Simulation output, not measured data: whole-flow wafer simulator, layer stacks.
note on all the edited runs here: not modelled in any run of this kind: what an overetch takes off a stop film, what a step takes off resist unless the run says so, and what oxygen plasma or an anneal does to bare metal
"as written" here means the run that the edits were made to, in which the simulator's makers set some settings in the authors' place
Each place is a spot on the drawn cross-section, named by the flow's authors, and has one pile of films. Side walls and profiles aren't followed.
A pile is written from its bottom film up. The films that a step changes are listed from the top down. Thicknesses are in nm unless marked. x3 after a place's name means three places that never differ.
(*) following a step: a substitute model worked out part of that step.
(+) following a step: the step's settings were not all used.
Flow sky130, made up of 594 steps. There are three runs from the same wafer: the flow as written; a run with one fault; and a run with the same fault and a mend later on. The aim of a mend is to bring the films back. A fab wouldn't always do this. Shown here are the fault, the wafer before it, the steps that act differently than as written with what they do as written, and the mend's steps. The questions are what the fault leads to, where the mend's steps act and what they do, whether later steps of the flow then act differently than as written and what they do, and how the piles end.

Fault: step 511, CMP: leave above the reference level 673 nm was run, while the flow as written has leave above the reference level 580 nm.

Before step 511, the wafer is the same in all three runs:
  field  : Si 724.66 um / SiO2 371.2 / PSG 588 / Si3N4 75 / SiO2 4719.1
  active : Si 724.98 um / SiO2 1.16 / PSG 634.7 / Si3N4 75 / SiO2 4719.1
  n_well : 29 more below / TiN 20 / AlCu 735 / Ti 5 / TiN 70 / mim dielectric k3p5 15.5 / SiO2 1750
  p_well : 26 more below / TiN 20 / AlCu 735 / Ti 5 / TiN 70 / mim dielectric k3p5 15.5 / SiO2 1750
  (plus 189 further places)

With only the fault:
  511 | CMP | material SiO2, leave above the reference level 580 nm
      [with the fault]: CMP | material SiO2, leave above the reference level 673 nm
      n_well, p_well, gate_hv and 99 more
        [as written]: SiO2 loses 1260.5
        [with the fault]: SiO2 loses 1167.5
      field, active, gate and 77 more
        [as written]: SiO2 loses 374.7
        [with the fault]: SiO2 loses 281.7
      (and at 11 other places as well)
  Later steps of the flow acting differently than as written:
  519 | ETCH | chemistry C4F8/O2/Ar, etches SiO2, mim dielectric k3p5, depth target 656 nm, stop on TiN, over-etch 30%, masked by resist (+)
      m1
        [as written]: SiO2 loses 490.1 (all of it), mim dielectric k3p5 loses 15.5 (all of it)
        [with the fault]: SiO2 loses 583.1 (all of it), mim dielectric k3p5 loses 15.5 (all of it)
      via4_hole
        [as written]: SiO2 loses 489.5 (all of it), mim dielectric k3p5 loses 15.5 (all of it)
        [with the fault]: SiO2 loses 582.5 (all of it), mim dielectric k3p5 loses 15.5 (all of it)
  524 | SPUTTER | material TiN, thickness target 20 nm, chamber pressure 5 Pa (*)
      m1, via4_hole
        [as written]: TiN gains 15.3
        [with the fault]: TiN gains 14.7
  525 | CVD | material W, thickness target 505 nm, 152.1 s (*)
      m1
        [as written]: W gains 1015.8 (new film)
        [with the fault]: W gains 1109.4 (new film)
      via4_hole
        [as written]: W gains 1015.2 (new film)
        [with the fault]: W gains 1108.7 (new film)
  At field, active, n_well and 190 more, the piles at the end differ from the flow's by more than 2% or 0.5 nm, whichever is larger.
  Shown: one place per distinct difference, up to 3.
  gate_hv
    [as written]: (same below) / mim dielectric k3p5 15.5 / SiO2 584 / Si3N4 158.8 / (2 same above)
    [with the fault]: (same below) / mim dielectric k3p5 15.5 / SiO2 677 / Si3N4 158.8 / (2 same above)
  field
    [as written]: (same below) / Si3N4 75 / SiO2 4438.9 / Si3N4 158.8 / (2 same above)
    [with the fault]: (same below) / Si3N4 75 / SiO2 4531.9 / Si3N4 158.8 / (2 same above)
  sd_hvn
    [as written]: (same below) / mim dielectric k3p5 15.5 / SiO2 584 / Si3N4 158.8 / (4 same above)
    [with the fault]: (same below) / mim dielectric k3p5 15.5 / SiO2 677 / Si3N4 158.8 / (4 same above)

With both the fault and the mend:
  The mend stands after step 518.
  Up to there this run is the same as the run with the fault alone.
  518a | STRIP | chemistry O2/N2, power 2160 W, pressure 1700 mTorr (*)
      field, active, n_well and 188 more
        resist loses 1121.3 (all of it)
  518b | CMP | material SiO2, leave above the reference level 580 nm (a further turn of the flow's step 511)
      field, active, n_well and 190 more
        SiO2 loses 93
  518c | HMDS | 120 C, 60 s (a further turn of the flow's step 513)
      does not change any film at any place that is followed
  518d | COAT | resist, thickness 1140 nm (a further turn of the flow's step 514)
      field, active, n_well and 190 more
        resist gains 1140 (new film)
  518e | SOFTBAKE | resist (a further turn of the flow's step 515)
      does not change any film at any place that is followed
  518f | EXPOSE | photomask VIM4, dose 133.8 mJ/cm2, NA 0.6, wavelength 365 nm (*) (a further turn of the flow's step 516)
      does not change any film at any place that is followed
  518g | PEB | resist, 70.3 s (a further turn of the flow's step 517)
      field, active, n_well and 190 more
        resist loses 18.7
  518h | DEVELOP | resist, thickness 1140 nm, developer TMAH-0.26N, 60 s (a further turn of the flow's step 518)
      m1, via4_hole
        resist loses 1121.3 (all of it)
  Later steps of the flow that are run all act as written at every place that is followed.
  At every place that both follow, the piles at the end match the flow's.
